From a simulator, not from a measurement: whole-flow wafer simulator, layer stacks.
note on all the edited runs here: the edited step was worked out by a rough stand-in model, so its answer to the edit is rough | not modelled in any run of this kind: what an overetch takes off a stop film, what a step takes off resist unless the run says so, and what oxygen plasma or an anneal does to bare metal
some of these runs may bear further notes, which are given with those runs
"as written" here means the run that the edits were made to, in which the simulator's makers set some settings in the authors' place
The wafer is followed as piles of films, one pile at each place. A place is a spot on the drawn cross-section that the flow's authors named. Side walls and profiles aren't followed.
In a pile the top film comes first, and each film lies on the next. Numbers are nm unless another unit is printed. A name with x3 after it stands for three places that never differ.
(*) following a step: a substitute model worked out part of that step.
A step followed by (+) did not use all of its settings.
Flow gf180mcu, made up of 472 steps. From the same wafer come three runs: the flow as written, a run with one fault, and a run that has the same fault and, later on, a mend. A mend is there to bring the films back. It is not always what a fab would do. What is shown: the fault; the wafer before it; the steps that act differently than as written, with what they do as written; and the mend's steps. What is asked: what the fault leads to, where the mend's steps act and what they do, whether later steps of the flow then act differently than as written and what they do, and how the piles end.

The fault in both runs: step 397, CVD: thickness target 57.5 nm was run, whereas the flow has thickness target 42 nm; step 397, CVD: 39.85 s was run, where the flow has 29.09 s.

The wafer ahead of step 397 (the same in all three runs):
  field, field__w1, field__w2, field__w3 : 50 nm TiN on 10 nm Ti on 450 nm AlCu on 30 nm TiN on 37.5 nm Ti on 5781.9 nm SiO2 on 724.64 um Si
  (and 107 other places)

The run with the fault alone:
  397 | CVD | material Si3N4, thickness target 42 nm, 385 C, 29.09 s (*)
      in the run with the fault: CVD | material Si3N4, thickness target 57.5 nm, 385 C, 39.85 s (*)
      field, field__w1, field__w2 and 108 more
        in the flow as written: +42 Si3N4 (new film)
        in the run with the fault: +57.5 Si3N4 (new film)
  Steps further on in the flow that do not act as written (4 more steps, not shown, differ only slightly: by at most 2% or 0.5 nm, whichever is larger):
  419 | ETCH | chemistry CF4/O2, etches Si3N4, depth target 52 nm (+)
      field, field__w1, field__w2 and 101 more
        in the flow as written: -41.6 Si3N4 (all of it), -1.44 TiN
        in the run with the fault: -52 Si3N4
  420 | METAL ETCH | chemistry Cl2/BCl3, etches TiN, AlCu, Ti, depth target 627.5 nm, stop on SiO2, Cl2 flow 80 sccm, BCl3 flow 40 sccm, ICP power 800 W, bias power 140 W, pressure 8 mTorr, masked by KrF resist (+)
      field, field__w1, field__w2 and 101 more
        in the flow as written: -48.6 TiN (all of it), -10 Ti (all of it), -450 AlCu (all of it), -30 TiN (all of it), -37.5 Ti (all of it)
        in the run with the fault: -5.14 Si3N4 (all of it), -50 TiN (all of it), -10 Ti (all of it), -450 AlCu (all of it), -30 TiN (all of it), -37.5 Ti (all of it)
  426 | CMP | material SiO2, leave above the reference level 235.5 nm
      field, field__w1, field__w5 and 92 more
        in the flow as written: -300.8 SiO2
        in the run with the fault: -285.3 SiO2
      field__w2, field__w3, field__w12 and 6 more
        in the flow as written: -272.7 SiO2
        in the run with the fault: -256.5 SiO2
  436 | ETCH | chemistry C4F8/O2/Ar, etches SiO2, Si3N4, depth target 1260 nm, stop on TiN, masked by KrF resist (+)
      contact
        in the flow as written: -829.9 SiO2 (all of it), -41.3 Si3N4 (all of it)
        in the run with the fault: -829.9 SiO2 (all of it), -56.8 Si3N4 (all of it)
  By the end, the piles at field__w4, field__w8, m1, m1__w1, mim, mim_1p0, m1_nw depart from the flow's by more than 2% or 0.5 nm, whichever is larger.
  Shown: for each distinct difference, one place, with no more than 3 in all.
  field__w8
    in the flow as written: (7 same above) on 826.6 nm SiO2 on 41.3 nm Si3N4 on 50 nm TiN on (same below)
    in the run with the fault: (7 same above) on 826.6 nm SiO2 on 56.8 nm Si3N4 on 50 nm TiN on (same below)
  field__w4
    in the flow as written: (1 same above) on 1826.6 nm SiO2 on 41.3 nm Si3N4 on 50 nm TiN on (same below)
    in the run with the fault: (1 same above) on 1826.6 nm SiO2 on 56.8 nm Si3N4 on 50 nm TiN on (same below)
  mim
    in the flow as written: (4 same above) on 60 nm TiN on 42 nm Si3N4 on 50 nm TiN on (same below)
    in the run with the fault: (4 same above) on 60 nm TiN on 57.5 nm Si3N4 on 50 nm TiN on (same below)

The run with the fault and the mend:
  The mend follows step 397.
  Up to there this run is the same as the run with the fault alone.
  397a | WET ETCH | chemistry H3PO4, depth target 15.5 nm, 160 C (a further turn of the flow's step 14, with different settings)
      field, field__w1, field__w2 and 108 more
        -15.5 Si3N4
  Later steps of the flow that are run all act as written at every place that is followed.
  The piles end the same as the flow's at every place that both follow.
